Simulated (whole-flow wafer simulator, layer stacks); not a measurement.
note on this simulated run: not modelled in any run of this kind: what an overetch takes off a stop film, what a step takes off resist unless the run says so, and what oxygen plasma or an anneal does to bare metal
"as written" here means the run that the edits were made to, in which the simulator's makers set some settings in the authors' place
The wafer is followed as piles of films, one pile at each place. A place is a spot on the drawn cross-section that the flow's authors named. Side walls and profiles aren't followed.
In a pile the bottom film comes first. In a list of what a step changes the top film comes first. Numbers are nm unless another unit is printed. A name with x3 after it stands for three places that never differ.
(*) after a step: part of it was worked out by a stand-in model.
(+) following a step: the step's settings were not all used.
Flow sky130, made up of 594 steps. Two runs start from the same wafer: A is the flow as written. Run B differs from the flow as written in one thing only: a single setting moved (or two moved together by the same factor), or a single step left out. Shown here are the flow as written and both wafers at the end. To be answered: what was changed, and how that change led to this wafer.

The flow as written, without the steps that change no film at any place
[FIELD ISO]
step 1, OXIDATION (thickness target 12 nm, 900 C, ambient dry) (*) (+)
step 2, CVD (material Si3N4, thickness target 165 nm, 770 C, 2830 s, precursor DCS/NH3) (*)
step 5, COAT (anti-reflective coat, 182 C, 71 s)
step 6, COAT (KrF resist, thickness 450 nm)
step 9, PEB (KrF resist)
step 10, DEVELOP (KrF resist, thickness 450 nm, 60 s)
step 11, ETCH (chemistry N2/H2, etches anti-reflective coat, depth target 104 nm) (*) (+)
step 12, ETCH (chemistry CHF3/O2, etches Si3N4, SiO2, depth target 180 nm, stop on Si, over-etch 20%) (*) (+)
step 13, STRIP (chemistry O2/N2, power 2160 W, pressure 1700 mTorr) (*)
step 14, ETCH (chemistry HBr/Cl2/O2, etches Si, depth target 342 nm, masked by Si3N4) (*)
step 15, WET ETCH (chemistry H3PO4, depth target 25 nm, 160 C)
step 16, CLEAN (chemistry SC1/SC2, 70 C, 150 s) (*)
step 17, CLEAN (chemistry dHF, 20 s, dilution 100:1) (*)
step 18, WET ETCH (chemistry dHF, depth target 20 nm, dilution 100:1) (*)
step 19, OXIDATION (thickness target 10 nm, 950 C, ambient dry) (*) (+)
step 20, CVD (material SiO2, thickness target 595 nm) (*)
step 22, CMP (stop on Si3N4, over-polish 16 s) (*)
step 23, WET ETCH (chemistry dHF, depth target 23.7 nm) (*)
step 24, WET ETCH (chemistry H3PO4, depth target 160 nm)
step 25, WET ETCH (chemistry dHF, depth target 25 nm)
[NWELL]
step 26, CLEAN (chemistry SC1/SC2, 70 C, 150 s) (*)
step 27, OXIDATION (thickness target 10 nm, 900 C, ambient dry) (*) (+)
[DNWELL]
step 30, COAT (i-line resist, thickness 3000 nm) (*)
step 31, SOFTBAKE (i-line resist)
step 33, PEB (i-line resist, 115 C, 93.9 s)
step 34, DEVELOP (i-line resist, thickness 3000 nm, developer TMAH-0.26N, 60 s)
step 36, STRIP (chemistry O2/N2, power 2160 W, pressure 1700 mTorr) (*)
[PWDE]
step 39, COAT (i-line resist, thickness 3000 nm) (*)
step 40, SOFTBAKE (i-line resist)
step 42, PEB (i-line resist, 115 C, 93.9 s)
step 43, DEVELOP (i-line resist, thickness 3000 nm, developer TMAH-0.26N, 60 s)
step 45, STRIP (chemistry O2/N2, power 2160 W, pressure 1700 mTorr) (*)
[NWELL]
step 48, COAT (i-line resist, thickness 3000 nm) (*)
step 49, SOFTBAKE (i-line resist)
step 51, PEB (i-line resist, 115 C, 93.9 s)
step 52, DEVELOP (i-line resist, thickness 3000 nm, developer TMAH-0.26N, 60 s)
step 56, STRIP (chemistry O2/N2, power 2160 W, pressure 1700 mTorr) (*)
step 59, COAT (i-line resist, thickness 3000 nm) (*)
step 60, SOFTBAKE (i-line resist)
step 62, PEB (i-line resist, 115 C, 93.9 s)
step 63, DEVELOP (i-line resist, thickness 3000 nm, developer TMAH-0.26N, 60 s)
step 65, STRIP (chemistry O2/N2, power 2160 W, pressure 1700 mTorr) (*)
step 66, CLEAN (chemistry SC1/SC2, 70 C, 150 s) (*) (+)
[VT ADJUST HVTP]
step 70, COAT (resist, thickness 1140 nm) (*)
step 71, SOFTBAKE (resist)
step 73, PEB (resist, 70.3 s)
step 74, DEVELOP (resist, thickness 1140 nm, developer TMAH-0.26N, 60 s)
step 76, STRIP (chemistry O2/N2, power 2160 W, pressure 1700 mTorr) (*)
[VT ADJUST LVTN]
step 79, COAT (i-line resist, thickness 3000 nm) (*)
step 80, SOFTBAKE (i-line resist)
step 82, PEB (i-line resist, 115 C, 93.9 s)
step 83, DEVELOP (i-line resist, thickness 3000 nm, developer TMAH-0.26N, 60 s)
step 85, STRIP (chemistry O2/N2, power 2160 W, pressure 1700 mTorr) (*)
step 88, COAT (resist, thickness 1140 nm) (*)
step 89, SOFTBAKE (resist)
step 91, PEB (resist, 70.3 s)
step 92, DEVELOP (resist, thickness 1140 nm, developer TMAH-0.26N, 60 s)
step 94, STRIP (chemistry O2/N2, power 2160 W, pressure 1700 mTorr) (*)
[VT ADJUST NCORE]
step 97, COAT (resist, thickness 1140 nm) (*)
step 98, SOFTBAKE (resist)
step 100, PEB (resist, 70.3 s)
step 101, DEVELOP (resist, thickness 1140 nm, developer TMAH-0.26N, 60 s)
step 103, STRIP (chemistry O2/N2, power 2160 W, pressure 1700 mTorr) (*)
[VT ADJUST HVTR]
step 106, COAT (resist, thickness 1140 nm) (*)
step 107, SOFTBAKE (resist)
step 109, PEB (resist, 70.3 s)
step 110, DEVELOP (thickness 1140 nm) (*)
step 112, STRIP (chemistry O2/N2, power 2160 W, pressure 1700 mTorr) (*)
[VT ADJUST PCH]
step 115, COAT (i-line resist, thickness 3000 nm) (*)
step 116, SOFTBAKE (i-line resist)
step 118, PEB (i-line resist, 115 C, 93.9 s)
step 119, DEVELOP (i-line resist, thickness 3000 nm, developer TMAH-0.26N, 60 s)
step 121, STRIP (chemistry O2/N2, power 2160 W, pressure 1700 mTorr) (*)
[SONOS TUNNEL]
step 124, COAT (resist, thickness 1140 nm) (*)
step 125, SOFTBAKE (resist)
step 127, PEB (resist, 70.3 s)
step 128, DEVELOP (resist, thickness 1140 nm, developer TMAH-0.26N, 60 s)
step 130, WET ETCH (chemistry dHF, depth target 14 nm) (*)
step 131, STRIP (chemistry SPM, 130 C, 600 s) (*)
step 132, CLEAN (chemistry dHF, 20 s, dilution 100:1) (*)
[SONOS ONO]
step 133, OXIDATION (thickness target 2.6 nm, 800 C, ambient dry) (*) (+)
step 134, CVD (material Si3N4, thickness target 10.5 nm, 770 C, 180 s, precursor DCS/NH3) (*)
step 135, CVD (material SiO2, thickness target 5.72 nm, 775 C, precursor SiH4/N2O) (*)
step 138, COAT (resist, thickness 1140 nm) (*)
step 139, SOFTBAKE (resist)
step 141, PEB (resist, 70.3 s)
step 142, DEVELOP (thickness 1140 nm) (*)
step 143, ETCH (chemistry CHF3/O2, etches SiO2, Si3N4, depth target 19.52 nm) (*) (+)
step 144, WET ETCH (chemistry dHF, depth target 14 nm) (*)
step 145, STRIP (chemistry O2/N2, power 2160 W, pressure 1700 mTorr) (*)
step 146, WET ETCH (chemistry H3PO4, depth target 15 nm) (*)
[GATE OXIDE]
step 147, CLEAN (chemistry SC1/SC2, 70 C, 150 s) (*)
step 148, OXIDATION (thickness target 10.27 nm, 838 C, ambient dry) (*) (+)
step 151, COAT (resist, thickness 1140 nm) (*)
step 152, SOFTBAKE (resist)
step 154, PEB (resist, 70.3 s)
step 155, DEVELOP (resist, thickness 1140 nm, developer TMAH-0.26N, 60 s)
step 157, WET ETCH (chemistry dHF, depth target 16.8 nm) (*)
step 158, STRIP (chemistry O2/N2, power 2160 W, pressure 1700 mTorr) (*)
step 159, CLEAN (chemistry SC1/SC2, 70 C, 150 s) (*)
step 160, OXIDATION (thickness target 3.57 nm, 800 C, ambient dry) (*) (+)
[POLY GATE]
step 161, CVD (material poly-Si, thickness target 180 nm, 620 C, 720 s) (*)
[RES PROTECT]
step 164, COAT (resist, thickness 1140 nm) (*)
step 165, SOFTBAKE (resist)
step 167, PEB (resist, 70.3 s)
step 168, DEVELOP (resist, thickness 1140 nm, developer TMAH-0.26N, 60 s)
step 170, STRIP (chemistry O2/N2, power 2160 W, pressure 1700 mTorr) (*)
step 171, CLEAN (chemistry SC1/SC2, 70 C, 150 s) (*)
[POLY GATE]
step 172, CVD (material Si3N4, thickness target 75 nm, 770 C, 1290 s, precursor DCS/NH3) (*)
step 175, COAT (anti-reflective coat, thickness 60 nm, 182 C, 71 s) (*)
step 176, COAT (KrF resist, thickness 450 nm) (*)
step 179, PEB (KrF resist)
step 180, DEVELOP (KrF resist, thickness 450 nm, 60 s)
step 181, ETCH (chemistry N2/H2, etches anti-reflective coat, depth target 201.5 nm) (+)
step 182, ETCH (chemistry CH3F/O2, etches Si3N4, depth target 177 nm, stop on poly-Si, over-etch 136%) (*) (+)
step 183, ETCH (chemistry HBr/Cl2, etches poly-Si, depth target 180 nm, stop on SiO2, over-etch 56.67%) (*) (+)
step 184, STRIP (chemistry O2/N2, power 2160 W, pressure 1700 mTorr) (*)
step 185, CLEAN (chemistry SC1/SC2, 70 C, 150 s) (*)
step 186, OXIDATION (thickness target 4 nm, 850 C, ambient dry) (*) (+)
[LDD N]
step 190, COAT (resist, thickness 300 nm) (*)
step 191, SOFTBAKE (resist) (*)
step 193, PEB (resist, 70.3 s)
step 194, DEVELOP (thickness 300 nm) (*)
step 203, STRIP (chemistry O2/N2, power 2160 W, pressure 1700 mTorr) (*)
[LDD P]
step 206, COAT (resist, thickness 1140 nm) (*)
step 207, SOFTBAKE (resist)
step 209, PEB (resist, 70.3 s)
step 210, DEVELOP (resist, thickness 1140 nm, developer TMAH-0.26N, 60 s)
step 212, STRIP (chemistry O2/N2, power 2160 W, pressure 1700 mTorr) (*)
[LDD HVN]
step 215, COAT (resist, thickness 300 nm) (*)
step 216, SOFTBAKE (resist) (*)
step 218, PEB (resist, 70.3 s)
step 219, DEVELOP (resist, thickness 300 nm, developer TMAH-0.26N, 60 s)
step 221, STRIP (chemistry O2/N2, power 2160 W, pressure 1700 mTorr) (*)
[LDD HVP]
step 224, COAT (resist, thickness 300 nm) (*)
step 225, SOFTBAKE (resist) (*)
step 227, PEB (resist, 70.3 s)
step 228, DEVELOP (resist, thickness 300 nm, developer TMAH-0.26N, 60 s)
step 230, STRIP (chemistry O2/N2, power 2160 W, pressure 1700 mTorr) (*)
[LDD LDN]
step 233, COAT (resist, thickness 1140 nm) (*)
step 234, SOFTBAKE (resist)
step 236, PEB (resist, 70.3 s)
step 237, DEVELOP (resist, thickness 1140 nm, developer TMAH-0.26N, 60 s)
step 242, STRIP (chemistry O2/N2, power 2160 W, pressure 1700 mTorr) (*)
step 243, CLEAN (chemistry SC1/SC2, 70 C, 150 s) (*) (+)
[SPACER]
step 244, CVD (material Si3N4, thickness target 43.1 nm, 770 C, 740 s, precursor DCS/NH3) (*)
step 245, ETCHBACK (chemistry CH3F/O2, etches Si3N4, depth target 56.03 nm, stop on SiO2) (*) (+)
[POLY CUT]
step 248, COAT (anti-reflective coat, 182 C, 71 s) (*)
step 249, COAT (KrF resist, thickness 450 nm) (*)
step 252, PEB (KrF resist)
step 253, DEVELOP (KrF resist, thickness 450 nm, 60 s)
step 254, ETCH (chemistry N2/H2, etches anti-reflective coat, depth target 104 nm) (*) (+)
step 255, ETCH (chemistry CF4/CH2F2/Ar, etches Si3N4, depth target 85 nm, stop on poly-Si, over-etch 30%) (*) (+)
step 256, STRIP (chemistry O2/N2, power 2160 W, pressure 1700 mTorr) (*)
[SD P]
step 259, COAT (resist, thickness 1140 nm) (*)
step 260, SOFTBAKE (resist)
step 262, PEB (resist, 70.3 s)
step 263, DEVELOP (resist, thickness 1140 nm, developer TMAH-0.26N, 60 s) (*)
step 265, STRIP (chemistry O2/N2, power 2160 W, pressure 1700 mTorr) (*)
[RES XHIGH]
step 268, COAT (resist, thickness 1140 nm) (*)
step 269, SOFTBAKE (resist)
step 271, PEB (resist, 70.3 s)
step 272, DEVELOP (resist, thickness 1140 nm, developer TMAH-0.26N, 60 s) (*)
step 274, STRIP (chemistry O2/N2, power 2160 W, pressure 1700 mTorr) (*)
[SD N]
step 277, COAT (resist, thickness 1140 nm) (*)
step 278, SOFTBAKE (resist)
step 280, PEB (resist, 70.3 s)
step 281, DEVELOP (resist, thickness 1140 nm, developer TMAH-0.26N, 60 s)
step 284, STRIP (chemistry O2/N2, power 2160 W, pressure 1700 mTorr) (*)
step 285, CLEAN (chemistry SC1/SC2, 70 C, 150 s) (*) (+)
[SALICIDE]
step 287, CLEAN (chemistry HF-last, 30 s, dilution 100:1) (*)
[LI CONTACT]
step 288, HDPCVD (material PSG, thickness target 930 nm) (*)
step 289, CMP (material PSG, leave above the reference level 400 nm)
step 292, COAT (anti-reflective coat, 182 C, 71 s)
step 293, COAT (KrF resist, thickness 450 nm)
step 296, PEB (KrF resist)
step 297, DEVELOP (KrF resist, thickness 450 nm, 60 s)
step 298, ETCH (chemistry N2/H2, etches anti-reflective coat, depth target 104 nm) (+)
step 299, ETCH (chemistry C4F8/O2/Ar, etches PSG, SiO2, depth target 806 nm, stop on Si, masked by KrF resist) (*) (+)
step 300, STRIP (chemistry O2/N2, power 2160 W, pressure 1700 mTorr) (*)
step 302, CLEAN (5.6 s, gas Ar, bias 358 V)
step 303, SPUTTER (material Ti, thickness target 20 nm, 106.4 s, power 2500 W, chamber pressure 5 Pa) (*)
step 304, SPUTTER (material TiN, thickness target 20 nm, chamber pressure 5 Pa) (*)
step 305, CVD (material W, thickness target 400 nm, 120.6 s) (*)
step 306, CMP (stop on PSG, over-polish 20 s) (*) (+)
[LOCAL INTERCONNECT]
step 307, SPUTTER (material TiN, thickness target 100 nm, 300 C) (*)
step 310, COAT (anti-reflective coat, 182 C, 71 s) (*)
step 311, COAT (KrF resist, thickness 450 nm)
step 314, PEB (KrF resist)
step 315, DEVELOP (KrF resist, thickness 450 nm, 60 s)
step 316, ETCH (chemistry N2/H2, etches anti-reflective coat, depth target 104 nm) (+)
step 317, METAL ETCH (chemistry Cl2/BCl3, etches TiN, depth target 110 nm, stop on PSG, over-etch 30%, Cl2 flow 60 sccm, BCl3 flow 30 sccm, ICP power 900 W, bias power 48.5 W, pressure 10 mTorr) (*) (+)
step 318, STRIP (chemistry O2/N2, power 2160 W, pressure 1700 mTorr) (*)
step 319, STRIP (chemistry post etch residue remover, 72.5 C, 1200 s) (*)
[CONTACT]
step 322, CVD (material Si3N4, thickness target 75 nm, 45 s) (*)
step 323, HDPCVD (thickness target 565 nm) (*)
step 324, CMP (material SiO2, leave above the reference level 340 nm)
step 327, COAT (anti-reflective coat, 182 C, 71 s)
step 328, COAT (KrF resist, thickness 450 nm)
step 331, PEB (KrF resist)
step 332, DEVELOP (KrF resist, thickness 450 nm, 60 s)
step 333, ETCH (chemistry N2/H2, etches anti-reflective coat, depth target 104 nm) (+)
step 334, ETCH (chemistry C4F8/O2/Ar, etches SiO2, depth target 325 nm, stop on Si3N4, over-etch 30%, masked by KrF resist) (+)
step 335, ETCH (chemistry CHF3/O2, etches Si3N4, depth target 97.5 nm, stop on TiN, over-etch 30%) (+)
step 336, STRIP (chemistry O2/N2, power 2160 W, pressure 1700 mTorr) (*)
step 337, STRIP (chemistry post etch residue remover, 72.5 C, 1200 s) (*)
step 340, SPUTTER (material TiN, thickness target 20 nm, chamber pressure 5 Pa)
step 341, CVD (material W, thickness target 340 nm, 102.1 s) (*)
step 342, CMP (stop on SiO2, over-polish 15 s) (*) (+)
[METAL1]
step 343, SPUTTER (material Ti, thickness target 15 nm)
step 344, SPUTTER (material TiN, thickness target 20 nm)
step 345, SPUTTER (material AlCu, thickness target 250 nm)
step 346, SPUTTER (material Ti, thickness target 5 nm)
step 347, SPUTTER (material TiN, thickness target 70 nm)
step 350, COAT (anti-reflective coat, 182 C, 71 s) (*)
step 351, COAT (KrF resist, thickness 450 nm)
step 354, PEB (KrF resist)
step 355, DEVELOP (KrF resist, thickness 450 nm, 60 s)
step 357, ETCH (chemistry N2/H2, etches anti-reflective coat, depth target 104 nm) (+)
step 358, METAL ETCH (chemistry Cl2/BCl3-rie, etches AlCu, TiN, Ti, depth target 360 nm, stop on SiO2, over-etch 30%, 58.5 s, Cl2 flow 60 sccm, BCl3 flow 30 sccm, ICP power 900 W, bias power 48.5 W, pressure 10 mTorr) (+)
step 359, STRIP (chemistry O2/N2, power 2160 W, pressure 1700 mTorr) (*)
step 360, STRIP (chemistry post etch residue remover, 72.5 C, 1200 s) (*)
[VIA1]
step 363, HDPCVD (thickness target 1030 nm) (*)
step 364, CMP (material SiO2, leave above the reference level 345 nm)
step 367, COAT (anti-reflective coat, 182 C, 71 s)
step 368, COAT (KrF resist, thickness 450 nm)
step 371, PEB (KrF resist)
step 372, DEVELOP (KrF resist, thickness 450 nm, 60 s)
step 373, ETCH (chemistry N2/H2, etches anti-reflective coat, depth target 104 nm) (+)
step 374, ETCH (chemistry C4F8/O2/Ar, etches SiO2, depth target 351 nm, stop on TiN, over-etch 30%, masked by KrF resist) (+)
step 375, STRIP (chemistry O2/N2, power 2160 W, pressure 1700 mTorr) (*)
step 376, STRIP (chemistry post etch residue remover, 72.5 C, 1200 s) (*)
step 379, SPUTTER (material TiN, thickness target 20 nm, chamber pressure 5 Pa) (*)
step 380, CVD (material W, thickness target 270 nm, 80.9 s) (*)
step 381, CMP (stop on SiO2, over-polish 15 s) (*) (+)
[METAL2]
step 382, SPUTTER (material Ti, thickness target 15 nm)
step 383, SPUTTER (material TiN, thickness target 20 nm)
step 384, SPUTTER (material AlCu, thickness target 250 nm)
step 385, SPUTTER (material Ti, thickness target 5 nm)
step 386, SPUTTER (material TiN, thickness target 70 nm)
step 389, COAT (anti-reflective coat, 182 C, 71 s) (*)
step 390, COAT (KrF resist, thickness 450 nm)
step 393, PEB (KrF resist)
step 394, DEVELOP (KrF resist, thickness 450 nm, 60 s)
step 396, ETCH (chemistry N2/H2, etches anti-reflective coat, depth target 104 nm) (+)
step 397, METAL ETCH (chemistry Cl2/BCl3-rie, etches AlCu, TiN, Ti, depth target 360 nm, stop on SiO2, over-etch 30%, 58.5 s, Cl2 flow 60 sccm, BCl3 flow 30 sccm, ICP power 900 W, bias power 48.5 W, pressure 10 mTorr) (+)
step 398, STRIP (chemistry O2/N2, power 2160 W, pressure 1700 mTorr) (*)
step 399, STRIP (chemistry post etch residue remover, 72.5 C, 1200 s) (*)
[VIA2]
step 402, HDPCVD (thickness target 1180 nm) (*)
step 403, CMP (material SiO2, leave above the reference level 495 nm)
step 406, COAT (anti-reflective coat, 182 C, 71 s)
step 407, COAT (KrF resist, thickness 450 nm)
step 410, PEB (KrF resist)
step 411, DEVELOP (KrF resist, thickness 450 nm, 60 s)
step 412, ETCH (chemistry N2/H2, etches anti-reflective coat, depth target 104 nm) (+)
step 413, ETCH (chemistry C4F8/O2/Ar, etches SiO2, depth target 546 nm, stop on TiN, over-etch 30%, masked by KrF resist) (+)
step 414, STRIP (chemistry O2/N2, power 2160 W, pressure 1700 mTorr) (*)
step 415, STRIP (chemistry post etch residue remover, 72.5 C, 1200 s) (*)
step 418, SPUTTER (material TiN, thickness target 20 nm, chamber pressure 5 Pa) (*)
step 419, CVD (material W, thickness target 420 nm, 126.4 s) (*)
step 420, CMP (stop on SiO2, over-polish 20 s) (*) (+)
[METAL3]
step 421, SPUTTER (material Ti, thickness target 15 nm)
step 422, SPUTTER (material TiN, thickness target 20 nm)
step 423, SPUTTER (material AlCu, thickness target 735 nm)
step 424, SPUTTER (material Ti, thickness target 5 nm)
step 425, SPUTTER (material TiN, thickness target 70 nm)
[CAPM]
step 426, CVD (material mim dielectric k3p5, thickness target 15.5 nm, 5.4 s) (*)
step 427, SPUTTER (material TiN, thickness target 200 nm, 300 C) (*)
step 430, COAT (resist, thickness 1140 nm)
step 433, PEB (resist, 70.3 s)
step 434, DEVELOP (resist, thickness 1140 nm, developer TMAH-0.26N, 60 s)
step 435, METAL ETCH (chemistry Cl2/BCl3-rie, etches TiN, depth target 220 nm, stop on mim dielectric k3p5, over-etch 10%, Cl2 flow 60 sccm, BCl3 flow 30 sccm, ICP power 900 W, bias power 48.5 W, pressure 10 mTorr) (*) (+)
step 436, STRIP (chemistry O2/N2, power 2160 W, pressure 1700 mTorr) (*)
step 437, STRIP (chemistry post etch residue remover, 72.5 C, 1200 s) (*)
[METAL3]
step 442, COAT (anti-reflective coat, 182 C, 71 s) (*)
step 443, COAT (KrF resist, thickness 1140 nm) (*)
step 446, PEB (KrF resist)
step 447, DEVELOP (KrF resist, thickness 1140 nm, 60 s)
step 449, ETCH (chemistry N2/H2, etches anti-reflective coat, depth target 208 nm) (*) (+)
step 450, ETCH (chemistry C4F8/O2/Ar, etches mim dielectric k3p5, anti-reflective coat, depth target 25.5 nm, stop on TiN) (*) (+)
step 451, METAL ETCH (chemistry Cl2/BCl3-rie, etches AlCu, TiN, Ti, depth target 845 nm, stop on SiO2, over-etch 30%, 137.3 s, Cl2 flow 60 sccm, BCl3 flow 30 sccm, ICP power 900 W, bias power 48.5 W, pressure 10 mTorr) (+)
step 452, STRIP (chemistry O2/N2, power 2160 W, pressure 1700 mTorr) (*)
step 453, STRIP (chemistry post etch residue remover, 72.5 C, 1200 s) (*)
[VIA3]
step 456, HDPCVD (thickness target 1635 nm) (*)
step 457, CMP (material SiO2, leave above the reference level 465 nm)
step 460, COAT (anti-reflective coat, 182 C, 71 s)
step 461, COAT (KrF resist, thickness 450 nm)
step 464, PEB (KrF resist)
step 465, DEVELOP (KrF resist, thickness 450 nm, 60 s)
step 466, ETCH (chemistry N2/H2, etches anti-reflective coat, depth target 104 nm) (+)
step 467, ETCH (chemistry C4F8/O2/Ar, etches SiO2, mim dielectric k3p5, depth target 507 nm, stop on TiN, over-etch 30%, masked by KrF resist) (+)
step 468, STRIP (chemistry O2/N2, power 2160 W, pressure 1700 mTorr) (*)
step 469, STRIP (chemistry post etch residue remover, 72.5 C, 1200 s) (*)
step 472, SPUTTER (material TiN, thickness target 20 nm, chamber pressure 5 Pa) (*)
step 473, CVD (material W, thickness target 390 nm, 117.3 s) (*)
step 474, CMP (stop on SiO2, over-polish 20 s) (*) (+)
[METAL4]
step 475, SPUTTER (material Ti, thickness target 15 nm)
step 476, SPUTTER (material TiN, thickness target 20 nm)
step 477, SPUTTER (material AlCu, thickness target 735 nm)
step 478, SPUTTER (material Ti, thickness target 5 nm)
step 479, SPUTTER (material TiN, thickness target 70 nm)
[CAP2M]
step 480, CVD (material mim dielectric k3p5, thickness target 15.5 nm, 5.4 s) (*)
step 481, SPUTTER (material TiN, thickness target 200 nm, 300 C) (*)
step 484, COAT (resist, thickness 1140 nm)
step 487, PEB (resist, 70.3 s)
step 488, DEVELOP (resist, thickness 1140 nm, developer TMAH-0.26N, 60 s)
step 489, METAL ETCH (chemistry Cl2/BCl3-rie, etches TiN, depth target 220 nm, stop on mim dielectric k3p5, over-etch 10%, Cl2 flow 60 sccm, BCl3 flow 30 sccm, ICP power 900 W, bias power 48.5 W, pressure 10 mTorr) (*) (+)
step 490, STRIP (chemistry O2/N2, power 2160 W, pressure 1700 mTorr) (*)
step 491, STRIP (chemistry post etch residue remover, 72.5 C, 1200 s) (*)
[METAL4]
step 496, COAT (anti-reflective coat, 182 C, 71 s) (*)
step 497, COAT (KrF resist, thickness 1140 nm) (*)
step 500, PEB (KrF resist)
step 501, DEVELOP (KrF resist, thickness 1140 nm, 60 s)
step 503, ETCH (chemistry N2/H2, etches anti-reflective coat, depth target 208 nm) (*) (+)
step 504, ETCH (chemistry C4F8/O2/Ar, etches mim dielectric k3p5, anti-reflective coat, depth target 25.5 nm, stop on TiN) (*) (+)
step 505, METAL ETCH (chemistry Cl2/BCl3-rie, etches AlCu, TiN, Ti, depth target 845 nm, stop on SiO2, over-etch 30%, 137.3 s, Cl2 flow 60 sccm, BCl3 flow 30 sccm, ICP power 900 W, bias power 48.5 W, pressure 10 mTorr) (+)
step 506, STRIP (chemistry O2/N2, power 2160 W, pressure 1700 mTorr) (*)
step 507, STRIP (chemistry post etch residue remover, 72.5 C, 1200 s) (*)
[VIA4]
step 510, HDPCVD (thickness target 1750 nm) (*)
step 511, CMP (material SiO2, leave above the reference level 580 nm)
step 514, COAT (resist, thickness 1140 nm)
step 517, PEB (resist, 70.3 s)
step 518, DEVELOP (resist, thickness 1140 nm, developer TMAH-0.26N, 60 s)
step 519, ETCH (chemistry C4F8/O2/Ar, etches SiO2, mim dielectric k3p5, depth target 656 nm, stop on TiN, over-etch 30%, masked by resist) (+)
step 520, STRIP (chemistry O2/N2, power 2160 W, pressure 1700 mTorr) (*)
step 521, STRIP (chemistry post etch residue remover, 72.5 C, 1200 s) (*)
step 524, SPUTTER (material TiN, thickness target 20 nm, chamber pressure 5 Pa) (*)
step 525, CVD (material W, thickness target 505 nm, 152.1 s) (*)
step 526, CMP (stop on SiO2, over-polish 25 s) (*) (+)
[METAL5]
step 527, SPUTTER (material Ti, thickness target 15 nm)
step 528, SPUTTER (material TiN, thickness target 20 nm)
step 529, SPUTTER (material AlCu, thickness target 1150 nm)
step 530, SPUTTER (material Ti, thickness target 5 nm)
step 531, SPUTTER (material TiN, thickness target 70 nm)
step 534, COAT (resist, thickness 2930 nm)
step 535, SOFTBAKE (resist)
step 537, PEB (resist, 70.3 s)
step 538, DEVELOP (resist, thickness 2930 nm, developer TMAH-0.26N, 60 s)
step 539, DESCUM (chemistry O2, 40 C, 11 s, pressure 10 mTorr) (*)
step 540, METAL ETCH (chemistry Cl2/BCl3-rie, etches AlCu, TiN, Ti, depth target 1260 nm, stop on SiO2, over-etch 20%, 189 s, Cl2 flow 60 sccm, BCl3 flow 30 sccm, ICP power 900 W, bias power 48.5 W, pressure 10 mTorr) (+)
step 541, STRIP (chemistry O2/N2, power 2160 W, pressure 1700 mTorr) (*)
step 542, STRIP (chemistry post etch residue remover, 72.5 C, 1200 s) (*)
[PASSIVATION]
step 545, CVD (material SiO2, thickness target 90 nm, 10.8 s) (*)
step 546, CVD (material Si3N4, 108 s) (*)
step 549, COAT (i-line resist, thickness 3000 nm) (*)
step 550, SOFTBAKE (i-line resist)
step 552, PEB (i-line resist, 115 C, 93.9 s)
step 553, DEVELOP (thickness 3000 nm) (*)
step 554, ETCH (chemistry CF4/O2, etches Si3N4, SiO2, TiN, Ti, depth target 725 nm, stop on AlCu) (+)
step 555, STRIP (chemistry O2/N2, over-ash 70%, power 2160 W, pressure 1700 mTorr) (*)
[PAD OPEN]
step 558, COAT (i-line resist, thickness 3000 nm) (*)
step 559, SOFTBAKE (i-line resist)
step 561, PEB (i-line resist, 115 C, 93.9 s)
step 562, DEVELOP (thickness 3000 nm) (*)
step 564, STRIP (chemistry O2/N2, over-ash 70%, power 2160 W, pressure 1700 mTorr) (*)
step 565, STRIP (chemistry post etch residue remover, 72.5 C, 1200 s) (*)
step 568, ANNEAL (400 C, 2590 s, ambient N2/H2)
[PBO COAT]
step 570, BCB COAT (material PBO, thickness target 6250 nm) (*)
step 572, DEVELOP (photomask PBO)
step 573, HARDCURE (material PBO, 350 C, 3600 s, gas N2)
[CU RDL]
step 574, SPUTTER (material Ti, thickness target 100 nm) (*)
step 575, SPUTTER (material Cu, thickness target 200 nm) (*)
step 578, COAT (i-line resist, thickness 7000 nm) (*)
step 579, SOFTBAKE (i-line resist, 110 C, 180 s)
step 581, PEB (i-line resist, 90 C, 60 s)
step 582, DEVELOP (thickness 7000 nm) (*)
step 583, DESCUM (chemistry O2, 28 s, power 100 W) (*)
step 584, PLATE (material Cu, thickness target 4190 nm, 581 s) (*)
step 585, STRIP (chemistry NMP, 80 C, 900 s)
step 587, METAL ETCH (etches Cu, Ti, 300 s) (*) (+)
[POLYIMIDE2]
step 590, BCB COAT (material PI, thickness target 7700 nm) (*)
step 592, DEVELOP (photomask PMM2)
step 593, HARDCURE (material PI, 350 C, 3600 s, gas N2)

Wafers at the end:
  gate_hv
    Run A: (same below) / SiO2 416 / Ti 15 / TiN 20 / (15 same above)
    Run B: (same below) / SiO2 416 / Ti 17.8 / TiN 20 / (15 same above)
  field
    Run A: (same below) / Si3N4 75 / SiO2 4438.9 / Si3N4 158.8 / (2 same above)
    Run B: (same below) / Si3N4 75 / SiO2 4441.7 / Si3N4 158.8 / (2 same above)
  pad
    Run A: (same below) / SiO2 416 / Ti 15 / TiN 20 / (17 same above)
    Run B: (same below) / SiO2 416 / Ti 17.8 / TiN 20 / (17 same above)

What caused this: step 421, SPUTTER: thickness target 17.8 nm was run, though the flow has thickness target 15 nm.
One can read it off the wafer: gate_hv has Ti 17.8, and step 421 as written asks for 15 nm.

The path from the change to this, step by step:
  step 421, SPUTTER (material Ti, thickness target 15 nm)
      field, active, n_well and 188 more: A +15 Ti (new film) | B +17.8 Ti (new film)
  step 451, METAL ETCH (chemistry Cl2/BCl3-rie, etches AlCu, TiN, Ti, depth target 845 nm, stop on SiO2, over-etch 30%, 137.3 s, Cl2 flow 60 sccm, BCl3 flow 30 sccm, ICP power 900 W, bias power 48.5 W, pressure 10 mTorr) (+)
      field, gate, spacer and 68 more: A -70 TiN (all of it), -5 Ti (all of it), -735 AlCu (all of it), -20 TiN (all of it), -15 Ti (all of it), -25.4 SiO2 | B -70 TiN (all of it), -5 Ti (all of it), -735 AlCu (all of it), -20 TiN (all of it), -17.8 Ti (all of it), -25.1 SiO2
      active, vpp_ln, vpp_iso2 and 11 more: A -70 TiN (all of it), -5 Ti (all of it), -735 AlCu (all of it), -20 TiN (all of it), -15 Ti (all of it), -25.3 SiO2 | B -70 TiN (all of it), -5 Ti (all of it), -735 AlCu (all of it), -20 TiN (all of it), -17.8 Ti (all of it), -25.1 SiO2
